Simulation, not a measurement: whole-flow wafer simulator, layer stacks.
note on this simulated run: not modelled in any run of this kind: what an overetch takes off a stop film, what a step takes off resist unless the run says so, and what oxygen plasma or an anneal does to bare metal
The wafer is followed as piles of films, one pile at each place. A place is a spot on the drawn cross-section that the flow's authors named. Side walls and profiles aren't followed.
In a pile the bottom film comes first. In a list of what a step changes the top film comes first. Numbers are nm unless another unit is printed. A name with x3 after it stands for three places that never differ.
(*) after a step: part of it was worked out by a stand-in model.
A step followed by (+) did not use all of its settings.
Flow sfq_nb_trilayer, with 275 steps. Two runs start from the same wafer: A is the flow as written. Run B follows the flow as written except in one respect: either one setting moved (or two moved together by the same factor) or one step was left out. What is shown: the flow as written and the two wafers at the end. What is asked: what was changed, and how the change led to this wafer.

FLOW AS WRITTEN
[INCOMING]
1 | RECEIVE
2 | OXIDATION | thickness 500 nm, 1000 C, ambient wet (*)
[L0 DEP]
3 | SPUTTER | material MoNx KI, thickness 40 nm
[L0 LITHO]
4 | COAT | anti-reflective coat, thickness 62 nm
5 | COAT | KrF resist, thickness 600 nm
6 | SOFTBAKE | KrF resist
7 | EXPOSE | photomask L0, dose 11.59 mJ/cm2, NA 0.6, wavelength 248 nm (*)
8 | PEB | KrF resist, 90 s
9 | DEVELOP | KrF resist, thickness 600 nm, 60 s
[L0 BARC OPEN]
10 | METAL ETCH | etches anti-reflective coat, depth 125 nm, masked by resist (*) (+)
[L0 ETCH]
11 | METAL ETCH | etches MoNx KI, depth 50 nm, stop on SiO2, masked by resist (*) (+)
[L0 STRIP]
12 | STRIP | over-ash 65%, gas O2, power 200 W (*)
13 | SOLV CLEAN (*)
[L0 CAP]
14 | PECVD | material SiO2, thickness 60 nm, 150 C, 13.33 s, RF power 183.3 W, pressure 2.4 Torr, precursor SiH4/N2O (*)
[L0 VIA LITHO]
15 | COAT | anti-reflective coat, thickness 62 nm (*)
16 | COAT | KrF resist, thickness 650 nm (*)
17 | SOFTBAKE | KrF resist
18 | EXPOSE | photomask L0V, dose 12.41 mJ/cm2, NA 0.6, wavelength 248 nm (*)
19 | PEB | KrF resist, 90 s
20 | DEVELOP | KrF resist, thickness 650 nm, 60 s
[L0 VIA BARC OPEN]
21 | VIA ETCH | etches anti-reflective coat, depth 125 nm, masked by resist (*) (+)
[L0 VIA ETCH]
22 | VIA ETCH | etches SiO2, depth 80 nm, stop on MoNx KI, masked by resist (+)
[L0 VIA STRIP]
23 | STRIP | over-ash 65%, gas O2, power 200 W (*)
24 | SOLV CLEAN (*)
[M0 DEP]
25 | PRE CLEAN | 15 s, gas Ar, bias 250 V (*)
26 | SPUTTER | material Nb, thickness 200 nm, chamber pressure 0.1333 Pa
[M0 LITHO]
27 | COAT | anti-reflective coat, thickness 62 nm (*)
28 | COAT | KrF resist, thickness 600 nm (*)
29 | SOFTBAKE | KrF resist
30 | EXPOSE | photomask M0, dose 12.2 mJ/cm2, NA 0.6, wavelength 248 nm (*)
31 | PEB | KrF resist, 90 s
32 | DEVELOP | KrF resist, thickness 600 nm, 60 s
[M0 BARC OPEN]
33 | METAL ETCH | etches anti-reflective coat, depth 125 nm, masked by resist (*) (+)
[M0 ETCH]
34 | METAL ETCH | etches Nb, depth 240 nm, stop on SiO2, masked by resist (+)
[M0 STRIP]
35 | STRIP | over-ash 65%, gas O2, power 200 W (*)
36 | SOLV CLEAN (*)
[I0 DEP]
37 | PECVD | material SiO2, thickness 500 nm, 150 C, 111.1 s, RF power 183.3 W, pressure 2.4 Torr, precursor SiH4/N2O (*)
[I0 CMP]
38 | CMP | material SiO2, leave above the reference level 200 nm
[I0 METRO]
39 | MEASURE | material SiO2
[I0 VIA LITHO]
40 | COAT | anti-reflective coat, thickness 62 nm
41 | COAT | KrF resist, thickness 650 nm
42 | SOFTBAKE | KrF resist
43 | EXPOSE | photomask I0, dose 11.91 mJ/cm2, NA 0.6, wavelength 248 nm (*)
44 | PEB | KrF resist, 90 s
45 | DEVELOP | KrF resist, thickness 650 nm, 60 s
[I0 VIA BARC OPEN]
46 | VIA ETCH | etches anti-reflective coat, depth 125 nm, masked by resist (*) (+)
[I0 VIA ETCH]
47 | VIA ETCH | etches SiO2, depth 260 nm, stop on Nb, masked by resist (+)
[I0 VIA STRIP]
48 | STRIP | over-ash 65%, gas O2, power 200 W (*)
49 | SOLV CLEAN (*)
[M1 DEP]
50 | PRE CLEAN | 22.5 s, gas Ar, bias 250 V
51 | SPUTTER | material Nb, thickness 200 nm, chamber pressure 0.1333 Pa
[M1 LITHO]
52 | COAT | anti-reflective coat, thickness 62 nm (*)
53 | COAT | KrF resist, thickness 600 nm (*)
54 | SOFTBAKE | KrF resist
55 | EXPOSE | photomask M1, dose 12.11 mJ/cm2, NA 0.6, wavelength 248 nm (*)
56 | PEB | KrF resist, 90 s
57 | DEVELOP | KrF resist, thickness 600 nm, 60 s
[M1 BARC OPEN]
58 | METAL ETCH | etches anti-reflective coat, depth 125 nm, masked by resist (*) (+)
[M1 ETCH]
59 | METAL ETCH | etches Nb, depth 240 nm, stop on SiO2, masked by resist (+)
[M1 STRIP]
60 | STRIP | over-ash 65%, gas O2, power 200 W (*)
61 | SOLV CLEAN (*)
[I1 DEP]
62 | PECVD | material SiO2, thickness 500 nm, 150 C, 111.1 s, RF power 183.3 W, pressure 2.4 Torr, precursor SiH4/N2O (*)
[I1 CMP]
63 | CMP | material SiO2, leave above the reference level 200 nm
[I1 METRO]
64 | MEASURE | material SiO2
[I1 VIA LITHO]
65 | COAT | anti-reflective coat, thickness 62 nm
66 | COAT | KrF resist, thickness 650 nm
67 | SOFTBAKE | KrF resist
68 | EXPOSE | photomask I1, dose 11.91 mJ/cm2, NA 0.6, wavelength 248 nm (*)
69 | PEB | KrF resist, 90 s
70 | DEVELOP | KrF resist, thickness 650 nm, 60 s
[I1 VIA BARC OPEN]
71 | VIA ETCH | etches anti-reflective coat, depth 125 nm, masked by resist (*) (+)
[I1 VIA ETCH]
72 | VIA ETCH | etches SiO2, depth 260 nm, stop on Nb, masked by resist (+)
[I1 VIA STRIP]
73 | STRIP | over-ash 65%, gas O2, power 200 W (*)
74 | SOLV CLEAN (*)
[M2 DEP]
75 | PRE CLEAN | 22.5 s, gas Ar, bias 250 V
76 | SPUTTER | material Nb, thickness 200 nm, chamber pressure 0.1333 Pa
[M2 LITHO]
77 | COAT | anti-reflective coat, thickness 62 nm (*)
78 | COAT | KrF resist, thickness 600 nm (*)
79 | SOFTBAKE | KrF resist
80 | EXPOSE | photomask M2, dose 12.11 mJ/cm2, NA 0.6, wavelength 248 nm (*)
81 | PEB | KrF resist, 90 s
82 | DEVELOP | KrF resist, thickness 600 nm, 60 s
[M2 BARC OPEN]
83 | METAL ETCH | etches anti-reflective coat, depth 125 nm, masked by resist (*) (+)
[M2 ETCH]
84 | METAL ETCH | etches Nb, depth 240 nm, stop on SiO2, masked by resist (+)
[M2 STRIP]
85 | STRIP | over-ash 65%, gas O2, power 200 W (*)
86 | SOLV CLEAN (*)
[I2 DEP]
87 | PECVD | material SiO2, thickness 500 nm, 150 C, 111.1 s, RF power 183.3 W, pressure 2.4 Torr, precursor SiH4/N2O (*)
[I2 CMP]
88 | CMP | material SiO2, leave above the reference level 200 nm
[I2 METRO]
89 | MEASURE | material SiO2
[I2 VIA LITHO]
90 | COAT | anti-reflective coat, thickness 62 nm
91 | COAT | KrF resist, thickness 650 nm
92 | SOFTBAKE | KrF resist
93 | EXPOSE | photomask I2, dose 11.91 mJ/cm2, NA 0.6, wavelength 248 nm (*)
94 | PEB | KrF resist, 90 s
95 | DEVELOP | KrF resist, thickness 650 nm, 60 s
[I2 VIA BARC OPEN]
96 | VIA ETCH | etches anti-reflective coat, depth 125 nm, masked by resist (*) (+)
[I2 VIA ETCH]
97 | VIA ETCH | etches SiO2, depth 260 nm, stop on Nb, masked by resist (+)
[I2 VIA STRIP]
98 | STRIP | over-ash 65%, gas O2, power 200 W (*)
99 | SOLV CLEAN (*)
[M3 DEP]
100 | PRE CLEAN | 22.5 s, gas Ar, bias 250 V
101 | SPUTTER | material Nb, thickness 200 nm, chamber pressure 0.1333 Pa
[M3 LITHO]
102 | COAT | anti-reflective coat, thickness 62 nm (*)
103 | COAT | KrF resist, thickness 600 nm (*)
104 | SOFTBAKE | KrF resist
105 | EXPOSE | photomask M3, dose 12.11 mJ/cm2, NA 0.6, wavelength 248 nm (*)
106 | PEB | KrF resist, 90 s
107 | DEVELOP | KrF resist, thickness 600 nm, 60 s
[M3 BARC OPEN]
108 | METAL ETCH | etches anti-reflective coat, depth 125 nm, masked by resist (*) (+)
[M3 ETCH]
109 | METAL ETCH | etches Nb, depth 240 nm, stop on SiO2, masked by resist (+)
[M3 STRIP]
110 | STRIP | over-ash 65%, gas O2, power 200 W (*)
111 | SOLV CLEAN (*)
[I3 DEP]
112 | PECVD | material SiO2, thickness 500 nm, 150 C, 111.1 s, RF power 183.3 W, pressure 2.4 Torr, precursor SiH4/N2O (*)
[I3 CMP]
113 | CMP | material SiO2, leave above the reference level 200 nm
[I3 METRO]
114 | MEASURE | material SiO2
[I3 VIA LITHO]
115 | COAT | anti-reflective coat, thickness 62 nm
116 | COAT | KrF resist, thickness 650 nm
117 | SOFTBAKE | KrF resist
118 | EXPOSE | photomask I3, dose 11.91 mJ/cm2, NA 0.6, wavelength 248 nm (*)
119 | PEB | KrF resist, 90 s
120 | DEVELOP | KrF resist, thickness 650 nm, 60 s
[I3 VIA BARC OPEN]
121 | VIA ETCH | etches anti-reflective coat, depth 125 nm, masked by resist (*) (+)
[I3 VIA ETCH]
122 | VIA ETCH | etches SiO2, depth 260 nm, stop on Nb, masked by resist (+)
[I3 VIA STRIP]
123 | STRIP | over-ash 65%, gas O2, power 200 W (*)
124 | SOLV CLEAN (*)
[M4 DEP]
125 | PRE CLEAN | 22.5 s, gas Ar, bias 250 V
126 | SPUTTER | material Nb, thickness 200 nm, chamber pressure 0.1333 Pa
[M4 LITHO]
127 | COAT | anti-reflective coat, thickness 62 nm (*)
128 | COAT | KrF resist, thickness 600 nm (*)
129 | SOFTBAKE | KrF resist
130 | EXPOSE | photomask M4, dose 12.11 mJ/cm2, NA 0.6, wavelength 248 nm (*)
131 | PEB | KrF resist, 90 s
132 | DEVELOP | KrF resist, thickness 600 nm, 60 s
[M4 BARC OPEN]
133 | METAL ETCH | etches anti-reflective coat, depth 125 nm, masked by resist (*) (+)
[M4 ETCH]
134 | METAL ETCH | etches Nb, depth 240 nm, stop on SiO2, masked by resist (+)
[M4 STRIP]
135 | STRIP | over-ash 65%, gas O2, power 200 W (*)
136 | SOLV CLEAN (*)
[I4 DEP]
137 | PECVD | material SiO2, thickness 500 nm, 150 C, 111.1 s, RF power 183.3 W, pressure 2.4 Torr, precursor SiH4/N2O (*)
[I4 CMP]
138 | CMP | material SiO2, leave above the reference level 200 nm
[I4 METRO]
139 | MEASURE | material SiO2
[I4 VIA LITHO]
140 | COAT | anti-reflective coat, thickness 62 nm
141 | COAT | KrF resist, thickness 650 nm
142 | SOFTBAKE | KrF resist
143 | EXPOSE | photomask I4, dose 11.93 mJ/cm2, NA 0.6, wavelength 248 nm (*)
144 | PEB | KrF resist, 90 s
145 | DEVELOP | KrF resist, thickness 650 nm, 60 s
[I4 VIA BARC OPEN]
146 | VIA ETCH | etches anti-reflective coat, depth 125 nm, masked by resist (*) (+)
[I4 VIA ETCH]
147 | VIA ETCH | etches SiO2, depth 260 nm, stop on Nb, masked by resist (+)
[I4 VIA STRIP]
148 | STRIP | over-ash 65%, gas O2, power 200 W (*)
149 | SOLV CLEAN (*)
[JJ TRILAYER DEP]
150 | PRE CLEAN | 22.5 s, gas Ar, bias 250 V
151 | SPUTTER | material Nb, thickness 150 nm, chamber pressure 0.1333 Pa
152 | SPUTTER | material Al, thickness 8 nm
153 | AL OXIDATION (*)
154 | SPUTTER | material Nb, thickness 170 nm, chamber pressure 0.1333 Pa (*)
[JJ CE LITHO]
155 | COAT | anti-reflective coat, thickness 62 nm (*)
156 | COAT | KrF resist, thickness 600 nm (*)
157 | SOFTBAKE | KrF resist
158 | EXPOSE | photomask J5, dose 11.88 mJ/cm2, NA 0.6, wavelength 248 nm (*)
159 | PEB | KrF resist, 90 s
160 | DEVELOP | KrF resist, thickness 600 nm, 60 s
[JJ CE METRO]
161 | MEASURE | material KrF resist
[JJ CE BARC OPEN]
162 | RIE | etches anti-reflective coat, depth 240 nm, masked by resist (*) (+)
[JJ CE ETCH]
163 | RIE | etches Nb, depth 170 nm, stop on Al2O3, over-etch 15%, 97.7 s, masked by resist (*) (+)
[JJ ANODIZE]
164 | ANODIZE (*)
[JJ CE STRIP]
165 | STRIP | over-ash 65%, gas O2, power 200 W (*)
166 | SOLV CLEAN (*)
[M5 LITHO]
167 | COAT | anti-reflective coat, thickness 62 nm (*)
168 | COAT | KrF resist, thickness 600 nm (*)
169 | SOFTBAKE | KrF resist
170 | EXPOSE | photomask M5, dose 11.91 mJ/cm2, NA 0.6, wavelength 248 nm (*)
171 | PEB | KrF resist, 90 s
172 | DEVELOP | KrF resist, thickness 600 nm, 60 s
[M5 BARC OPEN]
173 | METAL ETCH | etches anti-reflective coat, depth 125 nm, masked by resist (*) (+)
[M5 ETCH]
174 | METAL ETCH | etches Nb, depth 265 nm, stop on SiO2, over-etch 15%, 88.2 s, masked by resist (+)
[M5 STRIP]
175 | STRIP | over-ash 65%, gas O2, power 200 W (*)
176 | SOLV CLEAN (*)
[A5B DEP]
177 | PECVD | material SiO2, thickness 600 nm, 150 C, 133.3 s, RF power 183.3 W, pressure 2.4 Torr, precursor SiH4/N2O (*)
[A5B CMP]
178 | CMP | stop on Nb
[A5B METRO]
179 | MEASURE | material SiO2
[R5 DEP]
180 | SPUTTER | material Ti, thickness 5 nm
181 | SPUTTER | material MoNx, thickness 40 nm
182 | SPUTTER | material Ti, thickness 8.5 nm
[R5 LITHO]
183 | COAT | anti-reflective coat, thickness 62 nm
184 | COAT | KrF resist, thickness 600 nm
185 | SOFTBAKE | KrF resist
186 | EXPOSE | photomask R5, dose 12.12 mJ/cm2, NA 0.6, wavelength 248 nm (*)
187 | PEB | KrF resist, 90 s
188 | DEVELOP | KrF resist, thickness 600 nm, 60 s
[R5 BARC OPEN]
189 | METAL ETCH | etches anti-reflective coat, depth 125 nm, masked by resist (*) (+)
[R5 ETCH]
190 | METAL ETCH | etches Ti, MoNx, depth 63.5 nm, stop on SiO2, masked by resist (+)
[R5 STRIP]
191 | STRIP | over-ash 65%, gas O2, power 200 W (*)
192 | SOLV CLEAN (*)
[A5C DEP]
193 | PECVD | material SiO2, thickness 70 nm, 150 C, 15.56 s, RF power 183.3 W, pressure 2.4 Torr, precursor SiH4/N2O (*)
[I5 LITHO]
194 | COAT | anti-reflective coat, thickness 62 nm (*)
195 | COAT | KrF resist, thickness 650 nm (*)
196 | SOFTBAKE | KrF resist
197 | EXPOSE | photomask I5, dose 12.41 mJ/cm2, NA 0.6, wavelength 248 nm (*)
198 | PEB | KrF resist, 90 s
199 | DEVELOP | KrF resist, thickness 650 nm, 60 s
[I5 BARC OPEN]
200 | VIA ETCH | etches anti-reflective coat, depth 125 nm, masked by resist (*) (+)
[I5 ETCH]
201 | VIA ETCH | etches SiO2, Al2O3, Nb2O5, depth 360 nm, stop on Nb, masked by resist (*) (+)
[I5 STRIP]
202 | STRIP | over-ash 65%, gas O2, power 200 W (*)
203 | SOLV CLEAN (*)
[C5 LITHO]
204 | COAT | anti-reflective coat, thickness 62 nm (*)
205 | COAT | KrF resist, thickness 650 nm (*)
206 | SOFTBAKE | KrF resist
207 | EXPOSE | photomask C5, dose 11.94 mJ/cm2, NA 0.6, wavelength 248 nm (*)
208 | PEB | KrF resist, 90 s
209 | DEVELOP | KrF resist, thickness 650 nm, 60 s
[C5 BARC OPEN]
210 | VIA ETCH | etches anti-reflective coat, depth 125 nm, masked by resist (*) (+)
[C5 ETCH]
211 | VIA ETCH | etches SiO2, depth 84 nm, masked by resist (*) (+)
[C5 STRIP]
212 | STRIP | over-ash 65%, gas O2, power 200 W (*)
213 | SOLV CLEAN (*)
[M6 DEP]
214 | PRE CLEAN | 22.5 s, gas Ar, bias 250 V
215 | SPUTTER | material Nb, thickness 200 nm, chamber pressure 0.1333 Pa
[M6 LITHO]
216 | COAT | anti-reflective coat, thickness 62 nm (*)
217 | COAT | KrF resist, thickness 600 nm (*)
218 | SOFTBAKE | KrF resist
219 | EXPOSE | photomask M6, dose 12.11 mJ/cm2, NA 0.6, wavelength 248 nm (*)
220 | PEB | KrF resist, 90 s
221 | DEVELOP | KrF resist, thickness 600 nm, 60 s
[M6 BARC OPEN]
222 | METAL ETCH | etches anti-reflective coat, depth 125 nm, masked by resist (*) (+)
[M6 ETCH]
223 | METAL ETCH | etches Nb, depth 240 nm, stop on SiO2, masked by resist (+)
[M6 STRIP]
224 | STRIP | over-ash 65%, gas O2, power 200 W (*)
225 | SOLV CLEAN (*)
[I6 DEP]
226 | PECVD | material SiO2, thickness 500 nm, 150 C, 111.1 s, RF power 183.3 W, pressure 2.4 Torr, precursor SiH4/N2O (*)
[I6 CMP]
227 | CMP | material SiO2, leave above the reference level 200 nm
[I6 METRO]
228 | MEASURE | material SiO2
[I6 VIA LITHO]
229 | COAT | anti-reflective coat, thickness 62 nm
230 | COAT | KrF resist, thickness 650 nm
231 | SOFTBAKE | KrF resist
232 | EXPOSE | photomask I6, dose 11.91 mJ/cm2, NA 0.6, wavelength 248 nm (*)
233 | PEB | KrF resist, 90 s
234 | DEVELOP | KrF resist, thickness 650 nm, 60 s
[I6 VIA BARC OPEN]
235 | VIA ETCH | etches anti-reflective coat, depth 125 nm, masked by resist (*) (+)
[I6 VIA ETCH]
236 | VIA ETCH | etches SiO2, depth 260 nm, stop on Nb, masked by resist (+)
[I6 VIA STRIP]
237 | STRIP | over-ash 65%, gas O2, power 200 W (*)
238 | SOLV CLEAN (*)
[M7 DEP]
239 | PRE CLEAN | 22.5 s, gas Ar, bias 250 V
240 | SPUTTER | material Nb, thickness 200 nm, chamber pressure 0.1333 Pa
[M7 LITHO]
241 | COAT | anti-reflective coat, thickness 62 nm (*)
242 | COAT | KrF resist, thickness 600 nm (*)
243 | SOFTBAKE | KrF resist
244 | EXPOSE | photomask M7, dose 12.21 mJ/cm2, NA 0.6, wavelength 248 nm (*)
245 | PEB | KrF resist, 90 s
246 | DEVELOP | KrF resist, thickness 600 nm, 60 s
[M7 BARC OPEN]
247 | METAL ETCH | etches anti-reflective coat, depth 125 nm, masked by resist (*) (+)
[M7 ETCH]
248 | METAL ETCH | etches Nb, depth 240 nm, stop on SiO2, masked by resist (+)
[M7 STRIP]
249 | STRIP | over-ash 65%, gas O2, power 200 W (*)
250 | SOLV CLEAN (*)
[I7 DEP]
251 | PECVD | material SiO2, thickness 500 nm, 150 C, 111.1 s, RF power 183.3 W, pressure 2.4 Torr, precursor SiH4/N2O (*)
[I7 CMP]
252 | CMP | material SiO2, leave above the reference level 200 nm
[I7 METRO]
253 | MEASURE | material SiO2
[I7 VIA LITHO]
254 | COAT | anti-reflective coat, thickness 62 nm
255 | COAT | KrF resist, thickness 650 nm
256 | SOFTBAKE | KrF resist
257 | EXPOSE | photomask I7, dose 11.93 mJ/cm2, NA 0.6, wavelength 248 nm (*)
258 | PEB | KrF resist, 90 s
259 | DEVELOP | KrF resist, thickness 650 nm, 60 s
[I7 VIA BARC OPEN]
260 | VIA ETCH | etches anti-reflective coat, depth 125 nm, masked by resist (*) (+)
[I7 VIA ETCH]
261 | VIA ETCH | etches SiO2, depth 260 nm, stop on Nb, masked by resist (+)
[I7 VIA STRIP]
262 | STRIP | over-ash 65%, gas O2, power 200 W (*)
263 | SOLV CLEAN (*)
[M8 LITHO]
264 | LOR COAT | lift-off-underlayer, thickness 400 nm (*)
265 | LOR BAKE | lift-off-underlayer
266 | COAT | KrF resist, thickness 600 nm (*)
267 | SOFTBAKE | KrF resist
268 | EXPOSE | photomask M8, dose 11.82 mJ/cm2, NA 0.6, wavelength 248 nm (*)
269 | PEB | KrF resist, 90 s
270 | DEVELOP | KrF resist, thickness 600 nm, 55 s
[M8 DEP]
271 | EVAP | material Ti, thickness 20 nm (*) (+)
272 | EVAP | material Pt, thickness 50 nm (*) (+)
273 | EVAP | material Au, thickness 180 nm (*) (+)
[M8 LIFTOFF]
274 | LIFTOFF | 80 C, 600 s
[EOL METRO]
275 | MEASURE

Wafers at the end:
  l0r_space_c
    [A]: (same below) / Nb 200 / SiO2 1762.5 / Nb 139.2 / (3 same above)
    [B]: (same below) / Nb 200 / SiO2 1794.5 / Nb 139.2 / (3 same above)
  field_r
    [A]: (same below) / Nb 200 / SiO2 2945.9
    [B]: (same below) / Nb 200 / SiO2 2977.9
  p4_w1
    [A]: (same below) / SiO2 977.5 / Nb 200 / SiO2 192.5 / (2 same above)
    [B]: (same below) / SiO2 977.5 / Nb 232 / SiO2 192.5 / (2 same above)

The reason: step 101, SPUTTER: thickness 232 nm was run, though the flow has thickness 200 nm.
The wafer lets one read it off: p4_w1 has Nb 232, and step 101 as written asks for 200 nm.

How this came from the change, step by step:
  101 | SPUTTER | material Nb, thickness 200 nm, chamber pressure 0.1333 Pa
      field_l, v_sur, via_wl and 102 more: A +200 Nb (new film) | B +232 Nb (new film)
      via_w: A +165.5 Nb | B +192.3 Nb
  102 | COAT | anti-reflective coat, thickness 62 nm (*)
      via_wl: A +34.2 anti-reflective coat (new film) | B +35.5 anti-reflective coat (new film)
  109 | METAL ETCH | etches Nb, depth 240 nm, stop on SiO2, masked by resist (+)
      field_l, be, be_sur and 72 more: A -200 Nb (all of it) | B -232 Nb (all of it)
  110 | STRIP | over-ash 65%, gas O2, power 200 W (*)
      via_wl: A -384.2 KrF resist (all of it), -34.2 anti-reflective coat (all of it) | B -382.6 KrF resist (all of it), -35.5 anti-reflective coat (all of it)
  112 | PECVD | material SiO2, thickness 500 nm, 150 C, 111.1 s, RF power 183.3 W, pressure 2.4 Torr, precursor SiH4/N2O (*)
      p4_g1, p4_g2, p3_s0, p3_s1, p3_s2, p3_s3, p3_s4, p3_s5: A +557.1 SiO2 | B +589.1 SiO2
  113 | CMP | material SiO2, leave above the reference level 200 nm
      field_l, be, be_sur and 64 more: A -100 SiO2 | B -68 SiO2
